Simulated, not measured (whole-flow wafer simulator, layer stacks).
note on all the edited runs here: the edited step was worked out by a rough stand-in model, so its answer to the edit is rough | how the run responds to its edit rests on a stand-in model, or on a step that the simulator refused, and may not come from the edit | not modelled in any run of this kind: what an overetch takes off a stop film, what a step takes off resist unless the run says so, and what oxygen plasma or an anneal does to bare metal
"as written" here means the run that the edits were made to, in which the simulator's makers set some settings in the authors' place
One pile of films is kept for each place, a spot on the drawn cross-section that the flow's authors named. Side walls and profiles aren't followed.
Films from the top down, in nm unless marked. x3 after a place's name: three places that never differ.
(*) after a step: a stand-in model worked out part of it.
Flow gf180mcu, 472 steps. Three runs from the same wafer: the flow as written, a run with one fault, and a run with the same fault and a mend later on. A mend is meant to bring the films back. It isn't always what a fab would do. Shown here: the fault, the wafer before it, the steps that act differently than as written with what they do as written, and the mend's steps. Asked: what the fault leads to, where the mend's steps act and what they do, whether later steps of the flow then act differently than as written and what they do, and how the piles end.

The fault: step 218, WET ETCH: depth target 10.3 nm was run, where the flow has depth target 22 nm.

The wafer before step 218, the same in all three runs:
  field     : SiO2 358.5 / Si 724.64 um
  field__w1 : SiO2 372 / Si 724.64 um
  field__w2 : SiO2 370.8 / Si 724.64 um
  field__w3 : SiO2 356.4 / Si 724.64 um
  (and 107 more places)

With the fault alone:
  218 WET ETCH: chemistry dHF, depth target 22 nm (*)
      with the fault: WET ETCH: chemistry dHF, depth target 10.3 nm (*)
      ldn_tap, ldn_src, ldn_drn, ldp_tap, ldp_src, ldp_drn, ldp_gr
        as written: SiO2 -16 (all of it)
        with the fault: SiO2 -10.8
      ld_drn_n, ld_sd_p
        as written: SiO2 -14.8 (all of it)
        with the fault: SiO2 -10.5
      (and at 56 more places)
  Later steps of the flow that act differently than as written (5 more steps differ only slightly, by at most 2% or 0.5 nm, whichever is larger, and aren't shown):
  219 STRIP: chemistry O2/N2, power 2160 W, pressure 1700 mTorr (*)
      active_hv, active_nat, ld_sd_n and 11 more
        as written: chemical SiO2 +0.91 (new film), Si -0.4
        with the fault: nothing
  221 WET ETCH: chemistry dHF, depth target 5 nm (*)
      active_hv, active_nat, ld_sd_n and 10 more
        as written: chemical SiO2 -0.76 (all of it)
        with the fault: SiO2 -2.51
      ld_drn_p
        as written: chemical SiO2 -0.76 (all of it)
        with the fault: SiO2 -1.1 (all of it)
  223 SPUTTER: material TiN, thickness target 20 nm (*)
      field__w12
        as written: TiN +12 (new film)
        with the fault: TiN +12.7 (new film)
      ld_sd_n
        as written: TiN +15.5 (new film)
        with the fault: TiN +16.3 (new film)
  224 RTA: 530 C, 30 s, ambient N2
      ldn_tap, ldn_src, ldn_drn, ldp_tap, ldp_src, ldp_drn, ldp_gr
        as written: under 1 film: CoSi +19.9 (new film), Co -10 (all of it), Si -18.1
        with the fault: nothing
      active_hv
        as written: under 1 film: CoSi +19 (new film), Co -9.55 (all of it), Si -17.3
        with the fault: nothing
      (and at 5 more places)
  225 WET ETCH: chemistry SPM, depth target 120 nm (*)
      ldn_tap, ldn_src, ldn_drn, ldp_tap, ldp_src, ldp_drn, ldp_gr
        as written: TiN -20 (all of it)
        with the fault: TiN -20 (all of it), Co -10 (all of it)
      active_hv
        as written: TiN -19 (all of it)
        with the fault: TiN -19 (all of it), Co -9.55 (all of it)
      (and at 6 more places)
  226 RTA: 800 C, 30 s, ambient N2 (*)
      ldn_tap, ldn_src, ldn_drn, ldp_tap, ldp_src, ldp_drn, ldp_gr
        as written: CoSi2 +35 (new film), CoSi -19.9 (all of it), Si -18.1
        with the fault: nothing
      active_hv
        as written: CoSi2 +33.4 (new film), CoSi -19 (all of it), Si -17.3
        with the fault: nothing
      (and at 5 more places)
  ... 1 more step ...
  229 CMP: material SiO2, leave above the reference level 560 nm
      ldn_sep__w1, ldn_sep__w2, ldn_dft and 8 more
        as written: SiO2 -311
        with the fault: SiO2 -323.9
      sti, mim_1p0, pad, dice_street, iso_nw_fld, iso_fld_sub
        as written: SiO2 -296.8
        with the fault: SiO2 -309.7
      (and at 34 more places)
  At the end the piles differ from the flow's by more than 2% or 0.5 nm, whichever is larger, at active_hv, active_nat, ld_sd_n and 10 more.
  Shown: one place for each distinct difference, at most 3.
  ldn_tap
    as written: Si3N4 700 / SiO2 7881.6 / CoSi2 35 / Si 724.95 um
    with the fault: Si3N4 700 / SiO2 7879.7 / Si 724.98 um
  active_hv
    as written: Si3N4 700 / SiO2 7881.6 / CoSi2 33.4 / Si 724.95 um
    with the fault: Si3N4 700 / SiO2 7879.7 / Si 724.98 um
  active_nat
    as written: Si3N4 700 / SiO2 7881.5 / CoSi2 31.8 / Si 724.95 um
    with the fault: Si3N4 700 / SiO2 7879.7 / Si 724.98 um

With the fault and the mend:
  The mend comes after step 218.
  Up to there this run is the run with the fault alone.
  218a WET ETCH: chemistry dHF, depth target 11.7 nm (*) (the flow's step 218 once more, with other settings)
      field, field__w1, field__w2 and 47 more
        SiO2 -11.7
      ldn_tap, ldn_src, ldn_drn, ldp_tap, ldp_src, ldp_drn, ldp_gr
        SiO2 -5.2 (all of it)
      ld_drn_n, ld_sd_p
        SiO2 -4.29 (all of it)
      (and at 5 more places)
  No later step of the flow acts differently than as written, at any place that is followed, by more than 2% or 0.5 nm, whichever is larger.
  At the end the piles differ from the flow's only slightly at the places that both follow, by at most 2% or 0.5 nm, whichever is larger.
